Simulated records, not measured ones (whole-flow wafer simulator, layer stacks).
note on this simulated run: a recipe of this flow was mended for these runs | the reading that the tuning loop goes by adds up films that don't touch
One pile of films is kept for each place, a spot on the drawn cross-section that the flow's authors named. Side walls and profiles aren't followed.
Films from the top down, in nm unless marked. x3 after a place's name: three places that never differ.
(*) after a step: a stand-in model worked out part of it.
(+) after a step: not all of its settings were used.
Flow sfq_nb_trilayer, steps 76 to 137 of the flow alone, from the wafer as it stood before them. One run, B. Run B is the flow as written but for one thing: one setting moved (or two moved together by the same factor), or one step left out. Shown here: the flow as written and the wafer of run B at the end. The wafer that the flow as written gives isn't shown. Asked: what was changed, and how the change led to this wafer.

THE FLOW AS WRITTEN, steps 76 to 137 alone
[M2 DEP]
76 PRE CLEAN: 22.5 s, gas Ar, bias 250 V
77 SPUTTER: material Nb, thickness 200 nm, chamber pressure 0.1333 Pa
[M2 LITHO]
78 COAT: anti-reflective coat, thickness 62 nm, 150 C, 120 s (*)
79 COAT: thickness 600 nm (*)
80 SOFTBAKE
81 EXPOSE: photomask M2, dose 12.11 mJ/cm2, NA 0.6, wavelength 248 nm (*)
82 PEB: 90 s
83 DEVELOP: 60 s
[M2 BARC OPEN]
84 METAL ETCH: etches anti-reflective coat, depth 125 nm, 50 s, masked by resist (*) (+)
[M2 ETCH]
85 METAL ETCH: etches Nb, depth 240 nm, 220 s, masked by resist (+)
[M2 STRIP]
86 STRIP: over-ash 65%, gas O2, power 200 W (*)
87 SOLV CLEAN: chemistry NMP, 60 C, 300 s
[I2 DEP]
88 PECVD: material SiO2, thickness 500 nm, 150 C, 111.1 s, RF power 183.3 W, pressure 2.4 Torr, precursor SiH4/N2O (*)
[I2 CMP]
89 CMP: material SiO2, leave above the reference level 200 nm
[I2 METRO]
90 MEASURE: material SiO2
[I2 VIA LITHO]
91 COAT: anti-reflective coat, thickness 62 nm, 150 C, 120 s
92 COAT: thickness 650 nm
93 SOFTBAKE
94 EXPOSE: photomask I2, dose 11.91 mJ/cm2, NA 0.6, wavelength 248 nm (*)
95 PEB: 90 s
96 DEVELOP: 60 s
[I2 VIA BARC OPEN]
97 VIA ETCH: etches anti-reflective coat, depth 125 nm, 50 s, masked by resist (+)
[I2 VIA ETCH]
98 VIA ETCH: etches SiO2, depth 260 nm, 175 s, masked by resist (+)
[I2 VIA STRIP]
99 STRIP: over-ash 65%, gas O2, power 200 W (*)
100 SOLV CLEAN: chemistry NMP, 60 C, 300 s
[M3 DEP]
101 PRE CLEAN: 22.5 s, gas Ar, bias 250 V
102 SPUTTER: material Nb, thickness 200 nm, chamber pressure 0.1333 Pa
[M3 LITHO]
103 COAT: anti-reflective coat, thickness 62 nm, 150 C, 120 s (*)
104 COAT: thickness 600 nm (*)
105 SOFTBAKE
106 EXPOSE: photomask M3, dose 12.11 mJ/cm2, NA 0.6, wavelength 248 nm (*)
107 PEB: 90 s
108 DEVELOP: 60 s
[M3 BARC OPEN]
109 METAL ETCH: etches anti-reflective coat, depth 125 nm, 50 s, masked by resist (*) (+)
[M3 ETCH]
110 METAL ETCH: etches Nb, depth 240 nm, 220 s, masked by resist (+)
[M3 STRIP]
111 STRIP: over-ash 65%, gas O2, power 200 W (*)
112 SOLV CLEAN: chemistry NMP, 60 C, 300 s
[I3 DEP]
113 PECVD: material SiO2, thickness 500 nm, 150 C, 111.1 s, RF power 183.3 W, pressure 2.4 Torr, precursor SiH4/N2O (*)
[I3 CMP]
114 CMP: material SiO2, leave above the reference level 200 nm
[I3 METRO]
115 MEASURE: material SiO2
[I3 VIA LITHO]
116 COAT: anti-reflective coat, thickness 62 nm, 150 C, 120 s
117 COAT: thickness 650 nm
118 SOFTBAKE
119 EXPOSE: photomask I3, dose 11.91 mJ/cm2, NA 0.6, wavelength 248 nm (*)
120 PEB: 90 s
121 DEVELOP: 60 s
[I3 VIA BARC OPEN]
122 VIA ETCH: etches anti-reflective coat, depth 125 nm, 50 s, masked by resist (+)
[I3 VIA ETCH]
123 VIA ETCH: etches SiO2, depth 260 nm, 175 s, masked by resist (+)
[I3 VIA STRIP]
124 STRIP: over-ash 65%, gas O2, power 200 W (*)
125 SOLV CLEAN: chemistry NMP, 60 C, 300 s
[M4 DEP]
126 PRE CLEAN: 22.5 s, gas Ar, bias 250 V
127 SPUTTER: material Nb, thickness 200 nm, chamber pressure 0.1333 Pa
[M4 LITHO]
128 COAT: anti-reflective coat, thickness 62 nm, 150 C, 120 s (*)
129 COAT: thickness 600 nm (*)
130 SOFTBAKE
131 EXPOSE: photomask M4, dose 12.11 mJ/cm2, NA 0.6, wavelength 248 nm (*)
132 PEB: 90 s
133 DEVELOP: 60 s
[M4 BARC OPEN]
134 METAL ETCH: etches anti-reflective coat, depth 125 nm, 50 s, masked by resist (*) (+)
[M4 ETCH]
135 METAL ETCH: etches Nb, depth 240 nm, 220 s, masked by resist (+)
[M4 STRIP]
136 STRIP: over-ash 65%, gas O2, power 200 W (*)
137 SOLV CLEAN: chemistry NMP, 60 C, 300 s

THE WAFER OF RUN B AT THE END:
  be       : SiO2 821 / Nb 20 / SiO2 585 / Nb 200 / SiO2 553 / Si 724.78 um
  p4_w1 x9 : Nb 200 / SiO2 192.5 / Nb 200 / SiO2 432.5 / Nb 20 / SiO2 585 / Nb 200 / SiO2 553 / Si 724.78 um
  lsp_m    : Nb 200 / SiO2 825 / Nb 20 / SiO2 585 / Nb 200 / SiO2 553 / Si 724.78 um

The cause: step 77, SPUTTER: thickness 260 nm was run, where the flow has thickness 200 nm.

How the change led to this, step by step:
  77 SPUTTER: material Nb, thickness 200 nm, chamber pressure 0.1333 Pa
      field_l, v_sur, via_wl and 102 more: Nb +260 (new film) (as written it would be: Nb +200 (new film))
      via_v: Nb +225.2 (as written it would be: Nb +172.8)
  85 METAL ETCH: etches Nb, depth 240 nm, 220 s, masked by resist (+)
      field_l, be, be_sur and 81 more: Nb -240 (as written it would be: Nb -200 (all of it), SiO2 -4)
  88 PECVD: material SiO2, thickness 500 nm, 150 C, 111.1 s, RF power 183.3 W, pressure 2.4 Torr, precursor SiH4/N2O (*)
      field_l, be, be_sur and 81 more: SiO2 +500 (new film) (as written it would be: SiO2 +500)
      via_v: SiO2 +595.9 (new film) (as written it would be: SiO2 +612.8 (new film))
  89 CMP: material SiO2, leave above the reference level 200 nm
      field_l, be, be_sur and 81 more: SiO2 -60 (as written it would be: SiO2 -96)
      via_v: SiO2 -157.1 (as written it would be: SiO2 -181.6)
Counting metal films that touch as one body, be has 2 bodies (between them, from the top down: SiO2 585); the flow as written gives 1 body.
Counting metal films that touch as one body, p4_w1 x9 has 4 bodies (between them, from the top down: SiO2 192.5; SiO2 432.5; SiO2 585); the flow as written gives 3 bodies (between them, from the top down: SiO2 192.5; SiO2 977.5).
Counting metal films that touch as one body, lsp_m has 3 bodies (between them, from the top down: SiO2 825; SiO2 585); the flow as written gives 2 bodies (between them, from the top down: SiO2 1370).
